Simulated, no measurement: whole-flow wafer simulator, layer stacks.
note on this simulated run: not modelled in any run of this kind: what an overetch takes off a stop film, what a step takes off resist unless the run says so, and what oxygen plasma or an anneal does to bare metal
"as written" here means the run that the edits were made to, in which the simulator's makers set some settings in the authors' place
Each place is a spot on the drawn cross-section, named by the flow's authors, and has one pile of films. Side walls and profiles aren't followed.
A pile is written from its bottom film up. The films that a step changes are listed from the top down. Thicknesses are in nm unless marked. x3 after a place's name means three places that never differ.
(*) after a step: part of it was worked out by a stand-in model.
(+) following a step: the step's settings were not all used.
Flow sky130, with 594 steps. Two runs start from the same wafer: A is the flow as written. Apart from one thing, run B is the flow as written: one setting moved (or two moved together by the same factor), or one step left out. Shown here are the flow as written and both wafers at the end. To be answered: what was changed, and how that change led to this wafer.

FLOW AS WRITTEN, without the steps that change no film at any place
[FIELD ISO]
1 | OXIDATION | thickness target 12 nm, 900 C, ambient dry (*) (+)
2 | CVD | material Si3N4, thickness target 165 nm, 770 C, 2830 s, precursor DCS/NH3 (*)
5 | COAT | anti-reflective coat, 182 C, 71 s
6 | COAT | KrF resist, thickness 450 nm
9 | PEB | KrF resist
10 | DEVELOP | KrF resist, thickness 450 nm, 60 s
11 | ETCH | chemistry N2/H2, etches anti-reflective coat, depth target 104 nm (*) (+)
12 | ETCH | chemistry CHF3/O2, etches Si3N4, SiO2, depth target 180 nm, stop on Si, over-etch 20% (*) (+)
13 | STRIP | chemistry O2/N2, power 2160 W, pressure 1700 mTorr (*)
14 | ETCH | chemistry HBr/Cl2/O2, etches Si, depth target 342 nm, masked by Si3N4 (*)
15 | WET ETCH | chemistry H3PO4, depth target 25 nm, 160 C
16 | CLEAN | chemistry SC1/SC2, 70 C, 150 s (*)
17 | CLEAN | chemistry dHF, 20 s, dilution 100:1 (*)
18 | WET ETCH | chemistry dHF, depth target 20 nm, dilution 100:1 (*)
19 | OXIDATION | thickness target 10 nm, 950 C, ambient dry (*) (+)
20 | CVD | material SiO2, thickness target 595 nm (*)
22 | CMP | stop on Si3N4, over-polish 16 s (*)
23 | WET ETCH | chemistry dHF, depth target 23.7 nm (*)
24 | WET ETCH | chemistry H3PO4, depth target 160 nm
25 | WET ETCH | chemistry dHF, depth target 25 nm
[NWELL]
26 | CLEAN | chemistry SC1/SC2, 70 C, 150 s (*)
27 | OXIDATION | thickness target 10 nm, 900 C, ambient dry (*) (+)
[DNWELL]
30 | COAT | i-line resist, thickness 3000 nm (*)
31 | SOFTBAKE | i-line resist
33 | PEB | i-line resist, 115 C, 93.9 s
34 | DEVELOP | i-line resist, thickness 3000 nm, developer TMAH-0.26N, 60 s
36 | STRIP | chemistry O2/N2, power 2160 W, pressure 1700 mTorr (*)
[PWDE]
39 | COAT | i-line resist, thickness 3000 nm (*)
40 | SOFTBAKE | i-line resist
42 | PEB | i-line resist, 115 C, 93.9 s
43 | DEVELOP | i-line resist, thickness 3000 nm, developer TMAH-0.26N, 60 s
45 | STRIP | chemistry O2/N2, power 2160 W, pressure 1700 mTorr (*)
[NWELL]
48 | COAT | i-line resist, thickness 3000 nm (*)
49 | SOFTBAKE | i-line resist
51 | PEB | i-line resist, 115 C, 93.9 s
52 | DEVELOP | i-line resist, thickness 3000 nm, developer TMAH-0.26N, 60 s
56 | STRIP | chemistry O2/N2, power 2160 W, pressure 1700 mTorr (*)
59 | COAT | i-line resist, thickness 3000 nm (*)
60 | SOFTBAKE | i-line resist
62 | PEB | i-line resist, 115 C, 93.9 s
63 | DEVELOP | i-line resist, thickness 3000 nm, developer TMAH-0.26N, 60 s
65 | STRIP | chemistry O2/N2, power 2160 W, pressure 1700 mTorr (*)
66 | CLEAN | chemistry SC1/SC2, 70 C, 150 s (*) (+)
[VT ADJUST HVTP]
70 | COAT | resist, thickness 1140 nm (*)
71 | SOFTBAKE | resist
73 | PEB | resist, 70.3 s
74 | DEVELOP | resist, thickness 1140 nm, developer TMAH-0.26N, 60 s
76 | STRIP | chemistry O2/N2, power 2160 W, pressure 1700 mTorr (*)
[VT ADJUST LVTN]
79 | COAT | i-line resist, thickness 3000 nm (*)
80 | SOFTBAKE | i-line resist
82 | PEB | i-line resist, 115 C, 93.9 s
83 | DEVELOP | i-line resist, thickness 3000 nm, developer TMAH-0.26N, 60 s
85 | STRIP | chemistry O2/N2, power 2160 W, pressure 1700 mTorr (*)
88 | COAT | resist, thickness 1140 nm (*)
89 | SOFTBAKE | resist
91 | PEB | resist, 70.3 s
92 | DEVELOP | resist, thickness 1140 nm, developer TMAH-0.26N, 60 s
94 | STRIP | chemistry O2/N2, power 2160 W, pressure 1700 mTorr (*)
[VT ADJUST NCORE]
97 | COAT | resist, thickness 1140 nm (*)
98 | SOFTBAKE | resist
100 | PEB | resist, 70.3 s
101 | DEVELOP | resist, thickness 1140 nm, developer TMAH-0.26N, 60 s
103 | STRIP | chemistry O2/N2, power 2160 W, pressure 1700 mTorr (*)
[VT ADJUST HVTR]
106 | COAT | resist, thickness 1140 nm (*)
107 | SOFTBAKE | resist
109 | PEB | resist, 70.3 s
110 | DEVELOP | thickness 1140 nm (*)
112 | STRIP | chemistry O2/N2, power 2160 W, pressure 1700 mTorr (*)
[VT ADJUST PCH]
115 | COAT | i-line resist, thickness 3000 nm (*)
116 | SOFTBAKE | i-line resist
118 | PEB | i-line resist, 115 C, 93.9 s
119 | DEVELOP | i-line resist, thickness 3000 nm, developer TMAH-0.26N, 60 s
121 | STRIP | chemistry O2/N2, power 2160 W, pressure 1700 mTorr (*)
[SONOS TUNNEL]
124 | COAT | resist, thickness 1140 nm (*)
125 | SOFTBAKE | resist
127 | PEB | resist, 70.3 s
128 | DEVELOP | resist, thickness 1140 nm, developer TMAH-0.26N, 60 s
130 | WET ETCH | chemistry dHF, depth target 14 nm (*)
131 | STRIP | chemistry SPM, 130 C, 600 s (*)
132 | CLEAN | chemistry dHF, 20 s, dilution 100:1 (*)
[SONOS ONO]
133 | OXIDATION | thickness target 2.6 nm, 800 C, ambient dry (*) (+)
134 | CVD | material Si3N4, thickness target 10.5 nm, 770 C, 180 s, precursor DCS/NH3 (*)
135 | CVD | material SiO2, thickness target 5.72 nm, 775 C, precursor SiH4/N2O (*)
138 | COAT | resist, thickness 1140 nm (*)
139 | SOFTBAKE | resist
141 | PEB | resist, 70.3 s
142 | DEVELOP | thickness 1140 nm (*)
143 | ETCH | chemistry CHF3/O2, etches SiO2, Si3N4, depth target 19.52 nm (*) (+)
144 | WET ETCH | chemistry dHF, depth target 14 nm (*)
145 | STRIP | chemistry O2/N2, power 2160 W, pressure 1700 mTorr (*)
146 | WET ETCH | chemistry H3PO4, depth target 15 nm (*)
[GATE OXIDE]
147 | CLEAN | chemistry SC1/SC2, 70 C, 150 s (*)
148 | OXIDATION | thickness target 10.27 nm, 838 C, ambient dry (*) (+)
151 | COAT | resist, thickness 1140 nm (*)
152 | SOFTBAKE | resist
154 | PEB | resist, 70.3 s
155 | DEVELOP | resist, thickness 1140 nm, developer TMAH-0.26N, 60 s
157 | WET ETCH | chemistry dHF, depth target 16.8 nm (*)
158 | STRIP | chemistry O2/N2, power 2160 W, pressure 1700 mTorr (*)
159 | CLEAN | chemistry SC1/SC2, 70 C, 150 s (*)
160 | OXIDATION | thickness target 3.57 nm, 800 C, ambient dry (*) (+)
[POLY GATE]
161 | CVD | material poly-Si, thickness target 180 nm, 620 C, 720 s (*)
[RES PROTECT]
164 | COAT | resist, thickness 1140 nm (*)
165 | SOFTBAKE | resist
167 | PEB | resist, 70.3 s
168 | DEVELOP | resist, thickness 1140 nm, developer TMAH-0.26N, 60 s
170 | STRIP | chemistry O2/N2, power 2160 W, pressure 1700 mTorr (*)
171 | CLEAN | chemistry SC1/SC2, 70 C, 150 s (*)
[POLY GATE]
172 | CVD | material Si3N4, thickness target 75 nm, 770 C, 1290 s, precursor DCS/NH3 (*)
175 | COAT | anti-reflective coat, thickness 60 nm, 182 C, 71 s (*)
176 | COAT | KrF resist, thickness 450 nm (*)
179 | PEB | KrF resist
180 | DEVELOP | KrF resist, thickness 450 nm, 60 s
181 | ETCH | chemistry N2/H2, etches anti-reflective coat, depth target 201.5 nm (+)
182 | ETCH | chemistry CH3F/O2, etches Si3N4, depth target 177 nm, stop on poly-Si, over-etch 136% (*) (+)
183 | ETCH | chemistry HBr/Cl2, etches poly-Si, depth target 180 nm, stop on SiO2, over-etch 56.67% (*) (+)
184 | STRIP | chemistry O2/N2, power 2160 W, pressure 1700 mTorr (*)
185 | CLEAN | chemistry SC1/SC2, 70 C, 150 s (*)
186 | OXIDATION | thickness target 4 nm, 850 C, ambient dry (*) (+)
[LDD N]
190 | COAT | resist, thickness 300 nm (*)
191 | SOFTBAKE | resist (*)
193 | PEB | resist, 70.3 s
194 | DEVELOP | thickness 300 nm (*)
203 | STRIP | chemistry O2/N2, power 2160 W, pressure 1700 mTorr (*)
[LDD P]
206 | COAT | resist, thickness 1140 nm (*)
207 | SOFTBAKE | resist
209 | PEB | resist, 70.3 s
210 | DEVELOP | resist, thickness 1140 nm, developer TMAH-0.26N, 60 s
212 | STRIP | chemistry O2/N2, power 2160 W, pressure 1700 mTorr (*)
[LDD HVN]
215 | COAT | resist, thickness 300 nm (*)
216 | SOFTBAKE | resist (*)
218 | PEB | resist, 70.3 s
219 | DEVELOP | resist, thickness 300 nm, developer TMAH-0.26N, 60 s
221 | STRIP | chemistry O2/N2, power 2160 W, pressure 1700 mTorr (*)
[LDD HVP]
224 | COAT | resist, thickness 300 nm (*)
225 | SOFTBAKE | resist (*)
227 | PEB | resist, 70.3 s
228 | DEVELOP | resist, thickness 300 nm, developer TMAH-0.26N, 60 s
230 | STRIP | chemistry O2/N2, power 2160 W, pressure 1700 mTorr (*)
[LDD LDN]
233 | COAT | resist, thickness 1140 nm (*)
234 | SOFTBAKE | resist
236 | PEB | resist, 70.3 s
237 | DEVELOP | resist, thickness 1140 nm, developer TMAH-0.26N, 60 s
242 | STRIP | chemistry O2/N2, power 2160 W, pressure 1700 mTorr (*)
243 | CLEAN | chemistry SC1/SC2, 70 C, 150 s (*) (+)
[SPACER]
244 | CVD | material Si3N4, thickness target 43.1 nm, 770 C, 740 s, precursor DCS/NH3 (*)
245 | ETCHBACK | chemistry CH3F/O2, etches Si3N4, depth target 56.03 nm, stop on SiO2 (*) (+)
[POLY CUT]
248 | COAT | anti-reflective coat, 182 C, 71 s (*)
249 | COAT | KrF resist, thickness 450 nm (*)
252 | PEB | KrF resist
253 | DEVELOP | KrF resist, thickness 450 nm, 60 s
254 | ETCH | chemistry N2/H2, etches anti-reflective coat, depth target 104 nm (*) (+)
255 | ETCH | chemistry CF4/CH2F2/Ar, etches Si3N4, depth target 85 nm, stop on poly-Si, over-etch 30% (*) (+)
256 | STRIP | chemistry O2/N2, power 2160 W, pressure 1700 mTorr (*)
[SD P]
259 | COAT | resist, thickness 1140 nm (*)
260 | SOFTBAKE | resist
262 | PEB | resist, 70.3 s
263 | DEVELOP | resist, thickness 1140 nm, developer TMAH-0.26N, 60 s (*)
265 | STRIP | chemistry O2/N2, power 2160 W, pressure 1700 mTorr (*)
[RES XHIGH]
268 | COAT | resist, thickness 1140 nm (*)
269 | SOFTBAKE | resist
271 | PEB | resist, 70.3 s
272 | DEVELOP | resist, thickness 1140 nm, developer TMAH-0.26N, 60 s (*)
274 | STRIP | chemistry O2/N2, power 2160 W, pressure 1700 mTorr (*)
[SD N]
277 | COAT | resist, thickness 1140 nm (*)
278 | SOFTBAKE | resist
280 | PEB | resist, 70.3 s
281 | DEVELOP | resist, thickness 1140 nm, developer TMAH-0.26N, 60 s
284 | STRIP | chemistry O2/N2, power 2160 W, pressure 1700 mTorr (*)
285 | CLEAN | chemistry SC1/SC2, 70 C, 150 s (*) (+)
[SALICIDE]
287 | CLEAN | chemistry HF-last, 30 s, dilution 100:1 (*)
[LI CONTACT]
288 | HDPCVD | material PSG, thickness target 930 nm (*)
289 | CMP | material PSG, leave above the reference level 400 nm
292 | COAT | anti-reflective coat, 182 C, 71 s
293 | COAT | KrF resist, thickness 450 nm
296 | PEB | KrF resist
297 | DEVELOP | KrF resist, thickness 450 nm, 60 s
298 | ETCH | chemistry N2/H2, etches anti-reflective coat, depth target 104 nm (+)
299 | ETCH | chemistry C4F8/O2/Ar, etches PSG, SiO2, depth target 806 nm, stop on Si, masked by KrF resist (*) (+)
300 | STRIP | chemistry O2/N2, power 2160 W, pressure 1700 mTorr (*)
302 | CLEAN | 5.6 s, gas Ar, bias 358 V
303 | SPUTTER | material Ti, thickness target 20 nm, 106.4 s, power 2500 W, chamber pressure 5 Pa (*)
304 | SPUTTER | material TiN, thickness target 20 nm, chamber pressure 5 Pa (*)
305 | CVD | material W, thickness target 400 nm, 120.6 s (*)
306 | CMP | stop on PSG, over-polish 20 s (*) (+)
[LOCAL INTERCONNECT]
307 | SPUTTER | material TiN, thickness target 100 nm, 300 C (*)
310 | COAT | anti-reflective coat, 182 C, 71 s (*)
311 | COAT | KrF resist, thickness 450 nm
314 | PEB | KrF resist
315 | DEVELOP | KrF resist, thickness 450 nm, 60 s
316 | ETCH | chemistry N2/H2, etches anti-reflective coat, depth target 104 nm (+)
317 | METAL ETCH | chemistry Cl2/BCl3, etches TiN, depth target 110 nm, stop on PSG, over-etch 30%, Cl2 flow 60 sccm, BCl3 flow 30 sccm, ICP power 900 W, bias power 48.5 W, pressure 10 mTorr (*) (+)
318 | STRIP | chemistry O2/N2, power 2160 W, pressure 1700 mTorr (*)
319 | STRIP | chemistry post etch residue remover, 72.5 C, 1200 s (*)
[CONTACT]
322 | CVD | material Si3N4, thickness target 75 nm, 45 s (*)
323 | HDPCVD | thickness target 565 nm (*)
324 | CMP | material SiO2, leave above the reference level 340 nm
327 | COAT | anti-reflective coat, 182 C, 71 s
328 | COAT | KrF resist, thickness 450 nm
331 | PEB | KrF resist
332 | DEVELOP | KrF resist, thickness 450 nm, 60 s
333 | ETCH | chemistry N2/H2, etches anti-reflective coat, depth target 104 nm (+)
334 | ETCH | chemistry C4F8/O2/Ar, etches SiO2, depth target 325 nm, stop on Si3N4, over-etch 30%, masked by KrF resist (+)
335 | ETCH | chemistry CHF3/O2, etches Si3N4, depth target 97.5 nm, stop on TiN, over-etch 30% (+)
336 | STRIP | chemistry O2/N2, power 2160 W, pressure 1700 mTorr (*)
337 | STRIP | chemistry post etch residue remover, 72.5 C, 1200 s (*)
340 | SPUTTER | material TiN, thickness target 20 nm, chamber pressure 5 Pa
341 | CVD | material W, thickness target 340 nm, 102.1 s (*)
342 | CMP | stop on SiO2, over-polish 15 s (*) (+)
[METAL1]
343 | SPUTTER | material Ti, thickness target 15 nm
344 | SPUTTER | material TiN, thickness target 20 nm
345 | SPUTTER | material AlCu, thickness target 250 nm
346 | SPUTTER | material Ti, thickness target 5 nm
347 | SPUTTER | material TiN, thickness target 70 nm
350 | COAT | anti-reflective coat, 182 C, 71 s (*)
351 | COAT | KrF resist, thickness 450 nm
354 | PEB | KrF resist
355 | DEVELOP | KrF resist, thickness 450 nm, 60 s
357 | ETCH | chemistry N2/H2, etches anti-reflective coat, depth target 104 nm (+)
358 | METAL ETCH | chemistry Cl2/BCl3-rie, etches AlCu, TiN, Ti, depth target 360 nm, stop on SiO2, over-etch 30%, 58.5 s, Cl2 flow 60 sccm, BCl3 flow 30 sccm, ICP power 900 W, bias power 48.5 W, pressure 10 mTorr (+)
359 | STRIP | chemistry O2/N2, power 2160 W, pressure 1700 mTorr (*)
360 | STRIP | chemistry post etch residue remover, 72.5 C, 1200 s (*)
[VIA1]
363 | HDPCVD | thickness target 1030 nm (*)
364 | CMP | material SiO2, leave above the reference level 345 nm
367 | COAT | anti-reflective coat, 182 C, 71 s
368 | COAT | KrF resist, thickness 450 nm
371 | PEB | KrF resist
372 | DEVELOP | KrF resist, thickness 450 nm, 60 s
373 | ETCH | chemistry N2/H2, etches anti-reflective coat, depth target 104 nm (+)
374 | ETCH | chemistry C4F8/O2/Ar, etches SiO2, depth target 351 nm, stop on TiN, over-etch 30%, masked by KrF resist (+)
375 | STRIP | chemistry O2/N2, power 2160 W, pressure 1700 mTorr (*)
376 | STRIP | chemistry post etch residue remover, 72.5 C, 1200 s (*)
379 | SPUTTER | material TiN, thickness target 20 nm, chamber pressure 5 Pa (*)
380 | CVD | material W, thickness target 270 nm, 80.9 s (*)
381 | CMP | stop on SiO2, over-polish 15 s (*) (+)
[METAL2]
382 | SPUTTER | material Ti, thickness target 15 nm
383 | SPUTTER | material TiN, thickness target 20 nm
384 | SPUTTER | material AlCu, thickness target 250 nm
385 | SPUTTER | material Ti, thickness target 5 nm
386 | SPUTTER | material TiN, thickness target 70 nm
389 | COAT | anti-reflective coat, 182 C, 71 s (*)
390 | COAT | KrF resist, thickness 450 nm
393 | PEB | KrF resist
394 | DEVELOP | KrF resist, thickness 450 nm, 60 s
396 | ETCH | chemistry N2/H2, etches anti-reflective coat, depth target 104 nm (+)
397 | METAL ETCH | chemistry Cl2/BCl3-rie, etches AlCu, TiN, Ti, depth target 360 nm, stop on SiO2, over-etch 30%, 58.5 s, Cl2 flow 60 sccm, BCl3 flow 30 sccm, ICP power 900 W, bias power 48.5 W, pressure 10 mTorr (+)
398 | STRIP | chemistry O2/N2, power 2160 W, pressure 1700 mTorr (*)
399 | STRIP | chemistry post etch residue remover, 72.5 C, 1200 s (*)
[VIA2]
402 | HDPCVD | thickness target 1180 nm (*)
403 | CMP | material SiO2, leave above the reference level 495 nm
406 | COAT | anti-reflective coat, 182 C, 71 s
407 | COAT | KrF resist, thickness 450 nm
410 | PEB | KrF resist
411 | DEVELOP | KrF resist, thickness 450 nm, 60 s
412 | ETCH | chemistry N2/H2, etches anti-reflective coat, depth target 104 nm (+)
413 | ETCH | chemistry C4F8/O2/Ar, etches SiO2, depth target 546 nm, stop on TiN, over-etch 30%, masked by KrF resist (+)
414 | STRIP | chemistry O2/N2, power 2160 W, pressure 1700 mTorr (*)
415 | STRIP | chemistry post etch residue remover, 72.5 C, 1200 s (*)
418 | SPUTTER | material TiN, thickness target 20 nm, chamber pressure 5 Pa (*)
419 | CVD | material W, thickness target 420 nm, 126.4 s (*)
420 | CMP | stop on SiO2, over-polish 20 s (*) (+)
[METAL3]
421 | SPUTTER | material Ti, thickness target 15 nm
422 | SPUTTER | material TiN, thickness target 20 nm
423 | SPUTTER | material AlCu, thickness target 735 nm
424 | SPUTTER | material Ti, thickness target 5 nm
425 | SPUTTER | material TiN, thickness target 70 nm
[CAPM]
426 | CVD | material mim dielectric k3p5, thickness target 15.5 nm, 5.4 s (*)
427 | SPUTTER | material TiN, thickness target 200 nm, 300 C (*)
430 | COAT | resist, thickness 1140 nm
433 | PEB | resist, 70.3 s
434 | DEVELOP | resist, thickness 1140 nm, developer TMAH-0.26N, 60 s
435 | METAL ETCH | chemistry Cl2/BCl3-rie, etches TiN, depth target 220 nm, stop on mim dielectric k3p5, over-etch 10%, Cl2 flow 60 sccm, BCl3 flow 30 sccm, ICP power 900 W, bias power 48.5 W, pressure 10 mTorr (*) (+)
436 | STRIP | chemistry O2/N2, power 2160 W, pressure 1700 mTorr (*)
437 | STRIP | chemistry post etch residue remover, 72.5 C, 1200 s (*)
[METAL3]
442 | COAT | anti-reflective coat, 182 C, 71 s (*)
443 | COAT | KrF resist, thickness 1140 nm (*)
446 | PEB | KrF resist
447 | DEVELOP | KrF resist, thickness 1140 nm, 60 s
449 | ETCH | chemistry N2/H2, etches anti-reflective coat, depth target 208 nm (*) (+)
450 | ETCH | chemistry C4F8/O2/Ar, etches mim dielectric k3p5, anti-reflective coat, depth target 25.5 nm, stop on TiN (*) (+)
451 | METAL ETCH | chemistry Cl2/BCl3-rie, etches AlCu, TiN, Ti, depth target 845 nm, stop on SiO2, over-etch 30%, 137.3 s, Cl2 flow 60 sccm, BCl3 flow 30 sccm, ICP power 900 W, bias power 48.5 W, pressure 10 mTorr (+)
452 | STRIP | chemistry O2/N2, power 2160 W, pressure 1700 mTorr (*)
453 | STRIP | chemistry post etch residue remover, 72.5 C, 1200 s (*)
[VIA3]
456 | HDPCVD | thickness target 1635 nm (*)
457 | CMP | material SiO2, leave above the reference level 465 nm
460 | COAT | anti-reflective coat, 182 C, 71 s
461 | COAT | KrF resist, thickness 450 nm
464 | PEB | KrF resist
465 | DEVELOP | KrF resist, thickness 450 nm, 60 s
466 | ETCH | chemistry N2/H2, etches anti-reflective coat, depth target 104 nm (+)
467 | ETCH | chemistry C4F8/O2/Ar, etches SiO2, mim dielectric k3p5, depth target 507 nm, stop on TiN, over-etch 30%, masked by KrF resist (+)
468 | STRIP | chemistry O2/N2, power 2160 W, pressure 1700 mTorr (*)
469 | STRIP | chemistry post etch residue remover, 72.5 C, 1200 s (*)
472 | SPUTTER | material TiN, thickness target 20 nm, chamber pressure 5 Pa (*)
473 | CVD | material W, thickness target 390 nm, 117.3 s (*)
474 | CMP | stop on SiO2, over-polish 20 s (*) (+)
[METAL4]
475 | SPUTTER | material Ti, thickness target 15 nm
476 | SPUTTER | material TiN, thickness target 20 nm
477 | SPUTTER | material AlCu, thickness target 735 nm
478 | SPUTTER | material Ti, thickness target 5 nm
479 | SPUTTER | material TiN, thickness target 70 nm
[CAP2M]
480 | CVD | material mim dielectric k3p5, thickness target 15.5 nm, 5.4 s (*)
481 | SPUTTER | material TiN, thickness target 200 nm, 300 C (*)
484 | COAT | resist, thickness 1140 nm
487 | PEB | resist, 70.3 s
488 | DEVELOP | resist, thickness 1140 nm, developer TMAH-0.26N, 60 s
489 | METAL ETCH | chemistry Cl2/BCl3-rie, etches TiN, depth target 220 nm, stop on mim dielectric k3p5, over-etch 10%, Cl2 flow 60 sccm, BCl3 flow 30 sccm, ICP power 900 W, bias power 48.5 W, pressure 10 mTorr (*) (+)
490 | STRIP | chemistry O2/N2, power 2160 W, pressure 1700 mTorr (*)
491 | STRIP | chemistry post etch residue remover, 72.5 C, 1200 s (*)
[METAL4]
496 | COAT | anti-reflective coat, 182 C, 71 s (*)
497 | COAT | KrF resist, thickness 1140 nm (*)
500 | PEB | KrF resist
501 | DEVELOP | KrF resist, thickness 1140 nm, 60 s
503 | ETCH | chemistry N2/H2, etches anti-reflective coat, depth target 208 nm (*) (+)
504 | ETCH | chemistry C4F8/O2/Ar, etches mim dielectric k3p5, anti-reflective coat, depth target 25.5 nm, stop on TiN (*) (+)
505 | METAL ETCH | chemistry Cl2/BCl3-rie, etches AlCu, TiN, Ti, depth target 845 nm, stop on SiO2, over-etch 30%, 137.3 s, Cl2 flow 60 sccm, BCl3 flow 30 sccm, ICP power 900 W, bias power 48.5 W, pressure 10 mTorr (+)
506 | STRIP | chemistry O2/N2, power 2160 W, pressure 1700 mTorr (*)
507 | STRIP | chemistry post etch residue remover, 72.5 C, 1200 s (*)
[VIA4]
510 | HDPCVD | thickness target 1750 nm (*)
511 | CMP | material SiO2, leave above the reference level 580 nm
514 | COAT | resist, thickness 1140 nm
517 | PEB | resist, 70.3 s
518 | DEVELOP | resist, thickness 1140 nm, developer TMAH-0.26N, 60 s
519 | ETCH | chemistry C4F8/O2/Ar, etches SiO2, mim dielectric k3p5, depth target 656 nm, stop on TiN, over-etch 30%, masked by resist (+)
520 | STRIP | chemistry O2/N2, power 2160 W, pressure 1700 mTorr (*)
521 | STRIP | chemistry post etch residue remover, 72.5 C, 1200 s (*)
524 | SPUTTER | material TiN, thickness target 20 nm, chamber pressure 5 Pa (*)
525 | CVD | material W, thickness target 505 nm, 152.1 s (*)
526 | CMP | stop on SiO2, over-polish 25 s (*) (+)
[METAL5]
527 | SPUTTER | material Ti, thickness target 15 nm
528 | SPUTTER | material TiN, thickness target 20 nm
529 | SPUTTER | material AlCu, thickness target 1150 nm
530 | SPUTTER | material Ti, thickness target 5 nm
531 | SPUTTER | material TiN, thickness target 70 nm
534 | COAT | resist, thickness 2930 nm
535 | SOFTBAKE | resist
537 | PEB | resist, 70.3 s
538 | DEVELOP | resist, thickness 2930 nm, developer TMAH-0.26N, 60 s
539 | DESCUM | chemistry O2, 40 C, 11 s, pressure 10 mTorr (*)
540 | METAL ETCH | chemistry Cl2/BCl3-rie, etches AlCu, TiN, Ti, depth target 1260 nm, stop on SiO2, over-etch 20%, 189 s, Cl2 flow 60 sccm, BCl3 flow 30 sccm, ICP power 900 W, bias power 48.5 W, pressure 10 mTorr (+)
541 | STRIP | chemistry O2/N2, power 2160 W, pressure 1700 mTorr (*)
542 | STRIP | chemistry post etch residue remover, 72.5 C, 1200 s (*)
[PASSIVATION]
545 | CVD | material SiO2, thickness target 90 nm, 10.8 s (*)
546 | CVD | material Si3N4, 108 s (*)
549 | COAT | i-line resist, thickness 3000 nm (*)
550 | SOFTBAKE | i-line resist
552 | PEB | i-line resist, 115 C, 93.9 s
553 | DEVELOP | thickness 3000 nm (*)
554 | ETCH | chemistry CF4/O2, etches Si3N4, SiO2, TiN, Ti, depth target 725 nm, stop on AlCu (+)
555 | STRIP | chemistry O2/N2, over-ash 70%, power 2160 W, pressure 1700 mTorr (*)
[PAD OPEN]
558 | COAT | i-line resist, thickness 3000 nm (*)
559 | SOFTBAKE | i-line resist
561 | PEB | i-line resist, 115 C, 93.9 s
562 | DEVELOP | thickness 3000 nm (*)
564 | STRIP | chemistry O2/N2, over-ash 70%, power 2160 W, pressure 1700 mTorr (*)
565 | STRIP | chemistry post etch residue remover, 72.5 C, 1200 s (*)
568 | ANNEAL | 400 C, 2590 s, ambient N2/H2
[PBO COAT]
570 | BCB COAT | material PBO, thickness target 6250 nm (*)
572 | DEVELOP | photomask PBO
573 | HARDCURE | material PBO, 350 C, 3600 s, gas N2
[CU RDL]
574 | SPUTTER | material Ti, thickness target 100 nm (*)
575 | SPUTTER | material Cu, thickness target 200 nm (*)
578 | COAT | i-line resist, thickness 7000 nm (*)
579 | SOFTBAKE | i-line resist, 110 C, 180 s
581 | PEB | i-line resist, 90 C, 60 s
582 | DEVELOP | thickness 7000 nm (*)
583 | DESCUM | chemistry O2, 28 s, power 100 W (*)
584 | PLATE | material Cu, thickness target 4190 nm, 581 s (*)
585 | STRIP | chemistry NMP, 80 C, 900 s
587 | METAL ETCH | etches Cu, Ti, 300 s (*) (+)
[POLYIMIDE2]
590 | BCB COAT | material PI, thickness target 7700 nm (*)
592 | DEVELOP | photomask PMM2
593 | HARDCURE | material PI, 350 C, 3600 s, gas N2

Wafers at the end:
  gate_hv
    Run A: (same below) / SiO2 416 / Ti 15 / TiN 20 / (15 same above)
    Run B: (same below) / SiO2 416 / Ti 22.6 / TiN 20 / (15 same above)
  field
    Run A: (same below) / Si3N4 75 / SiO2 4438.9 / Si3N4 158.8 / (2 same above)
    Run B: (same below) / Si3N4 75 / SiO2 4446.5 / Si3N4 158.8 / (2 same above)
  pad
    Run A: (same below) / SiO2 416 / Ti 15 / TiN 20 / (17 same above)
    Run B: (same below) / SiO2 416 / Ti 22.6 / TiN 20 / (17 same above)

What caused this: step 421, SPUTTER: thickness target 22.6 nm was run, while the flow as written has thickness target 15 nm.
The wafer lets one read it off: gate_hv has Ti 22.6, and step 421 as written asks for 15 nm.

Step by step, how the change led to this:
  421 | SPUTTER | material Ti, thickness target 15 nm
      field, active, n_well and 188 more: A Ti gains 15 (new film) | B Ti gains 22.6 (new film)
  451 | METAL ETCH | chemistry Cl2/BCl3-rie, etches AlCu, TiN, Ti, depth target 845 nm, stop on SiO2, over-etch 30%, 137.3 s, Cl2 flow 60 sccm, BCl3 flow 30 sccm, ICP power 900 W, bias power 48.5 W, pressure 10 mTorr (+)
      field, gate, spacer and 68 more: A TiN loses 70 (all of it), Ti loses 5 (all of it), AlCu loses 735 (all of it), TiN loses 20 (all of it), Ti loses 15 (all of it), SiO2 loses 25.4 | B TiN loses 70 (all of it), Ti loses 5 (all of it), AlCu loses 735 (all of it), TiN loses 20 (all of it), Ti loses 22.6 (all of it), SiO2 loses 24.6
      active, vpp_ln, vpp_iso2 and 11 more: A TiN loses 70 (all of it), Ti loses 5 (all of it), AlCu loses 735 (all of it), TiN loses 20 (all of it), Ti loses 15 (all of it), SiO2 loses 25.3 | B TiN loses 70 (all of it), Ti loses 5 (all of it), AlCu loses 735 (all of it), TiN loses 20 (all of it), Ti loses 22.6 (all of it), SiO2 loses 24.6
